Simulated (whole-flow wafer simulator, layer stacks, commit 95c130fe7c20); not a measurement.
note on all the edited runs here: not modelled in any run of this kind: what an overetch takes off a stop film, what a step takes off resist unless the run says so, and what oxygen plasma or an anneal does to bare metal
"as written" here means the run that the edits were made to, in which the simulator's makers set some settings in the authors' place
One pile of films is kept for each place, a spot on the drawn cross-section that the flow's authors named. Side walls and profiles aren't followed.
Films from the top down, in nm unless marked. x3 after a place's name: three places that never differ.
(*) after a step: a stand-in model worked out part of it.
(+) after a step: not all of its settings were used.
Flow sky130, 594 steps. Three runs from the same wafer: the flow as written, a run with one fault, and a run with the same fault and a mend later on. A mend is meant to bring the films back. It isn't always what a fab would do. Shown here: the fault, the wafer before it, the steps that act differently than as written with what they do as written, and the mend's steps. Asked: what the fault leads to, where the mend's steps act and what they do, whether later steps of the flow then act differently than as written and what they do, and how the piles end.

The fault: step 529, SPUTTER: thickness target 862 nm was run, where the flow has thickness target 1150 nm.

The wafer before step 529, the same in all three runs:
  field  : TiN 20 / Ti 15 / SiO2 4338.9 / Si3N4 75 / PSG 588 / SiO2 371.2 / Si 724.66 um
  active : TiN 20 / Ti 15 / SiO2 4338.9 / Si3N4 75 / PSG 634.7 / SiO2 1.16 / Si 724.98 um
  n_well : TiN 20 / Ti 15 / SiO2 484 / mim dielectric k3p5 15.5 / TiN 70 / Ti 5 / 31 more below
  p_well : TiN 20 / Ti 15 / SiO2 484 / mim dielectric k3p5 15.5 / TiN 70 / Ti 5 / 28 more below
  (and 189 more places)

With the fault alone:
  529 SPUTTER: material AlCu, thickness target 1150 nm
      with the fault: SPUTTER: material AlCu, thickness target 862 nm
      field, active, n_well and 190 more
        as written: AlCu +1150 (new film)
        with the fault: AlCu +862 (new film)
  Later steps of the flow that act differently than as written (3 more steps differ only slightly, by at most 2% or 0.5 nm, whichever is larger, and aren't shown):
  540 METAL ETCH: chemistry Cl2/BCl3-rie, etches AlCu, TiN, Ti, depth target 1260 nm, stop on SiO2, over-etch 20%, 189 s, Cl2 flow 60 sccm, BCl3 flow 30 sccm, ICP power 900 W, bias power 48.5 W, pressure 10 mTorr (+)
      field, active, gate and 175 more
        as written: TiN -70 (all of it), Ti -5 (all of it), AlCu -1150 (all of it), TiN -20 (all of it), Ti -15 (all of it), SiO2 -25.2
        with the fault: TiN -70 (all of it), Ti -5 (all of it), AlCu -862 (all of it), TiN -20 (all of it), Ti -15 (all of it), SiO2 -54
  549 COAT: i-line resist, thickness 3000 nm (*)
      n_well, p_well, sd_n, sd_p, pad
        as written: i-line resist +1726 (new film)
        with the fault: i-line resist +1983.1 (new film)
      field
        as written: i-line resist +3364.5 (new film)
        with the fault: i-line resist +3288.4 (new film)
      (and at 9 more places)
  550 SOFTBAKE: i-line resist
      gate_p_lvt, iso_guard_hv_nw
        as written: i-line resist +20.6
        with the fault: i-line resist +15.4
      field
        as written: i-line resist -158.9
        with the fault: i-line resist -131.3
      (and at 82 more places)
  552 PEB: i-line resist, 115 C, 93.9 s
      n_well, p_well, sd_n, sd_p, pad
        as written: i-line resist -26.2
        with the fault: i-line resist -30.6
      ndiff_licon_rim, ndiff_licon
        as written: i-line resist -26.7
        with the fault: i-line resist -30.9
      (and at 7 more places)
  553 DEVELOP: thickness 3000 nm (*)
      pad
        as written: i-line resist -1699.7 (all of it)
        with the fault: i-line resist -1952.5 (all of it)
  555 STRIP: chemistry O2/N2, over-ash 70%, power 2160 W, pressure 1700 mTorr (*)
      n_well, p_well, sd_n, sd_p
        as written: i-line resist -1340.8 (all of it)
        with the fault: i-line resist -1593.6 (all of it)
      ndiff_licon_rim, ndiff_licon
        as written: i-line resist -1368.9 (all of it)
        with the fault: i-line resist -1615.1 (all of it)
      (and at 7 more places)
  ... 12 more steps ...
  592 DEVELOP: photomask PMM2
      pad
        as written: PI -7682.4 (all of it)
        with the fault: PI -7941.6 (all of it)
  At the end the piles differ from the flow's by more than 2% or 0.5 nm, whichever is larger, at n_well, p_well, gate_hv and 102 more.
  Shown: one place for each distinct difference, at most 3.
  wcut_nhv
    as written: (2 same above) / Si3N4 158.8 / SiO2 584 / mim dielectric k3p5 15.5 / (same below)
    with the fault: (2 same above) / Si3N4 158.8 / SiO2 555.2 / mim dielectric k3p5 15.5 / (same below)
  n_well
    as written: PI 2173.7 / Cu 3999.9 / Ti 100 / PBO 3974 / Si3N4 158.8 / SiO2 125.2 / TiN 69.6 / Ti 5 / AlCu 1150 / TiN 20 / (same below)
    with the fault: PI 2207.6 / Cu 3999.9 / Ti 100 / PBO 4181 / Si3N4 158.8 / SiO2 125.2 / TiN 69.6 / Ti 5 / AlCu 862 / TiN 20 / (same below)
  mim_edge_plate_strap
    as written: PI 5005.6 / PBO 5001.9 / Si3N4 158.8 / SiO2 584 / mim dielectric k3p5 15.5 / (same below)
    with the fault: PI 5005.9 / PBO 5001.5 / Si3N4 158.8 / SiO2 555.2 / mim dielectric k3p5 15.5 / (same below)

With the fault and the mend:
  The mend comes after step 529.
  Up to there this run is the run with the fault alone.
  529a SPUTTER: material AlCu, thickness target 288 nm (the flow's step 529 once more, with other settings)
      field, active, n_well and 190 more
        AlCu +288
  No later step of the flow acts differently than as written at any place that is followed.
  At the end the piles are the same as the flow's at every place that both follow.
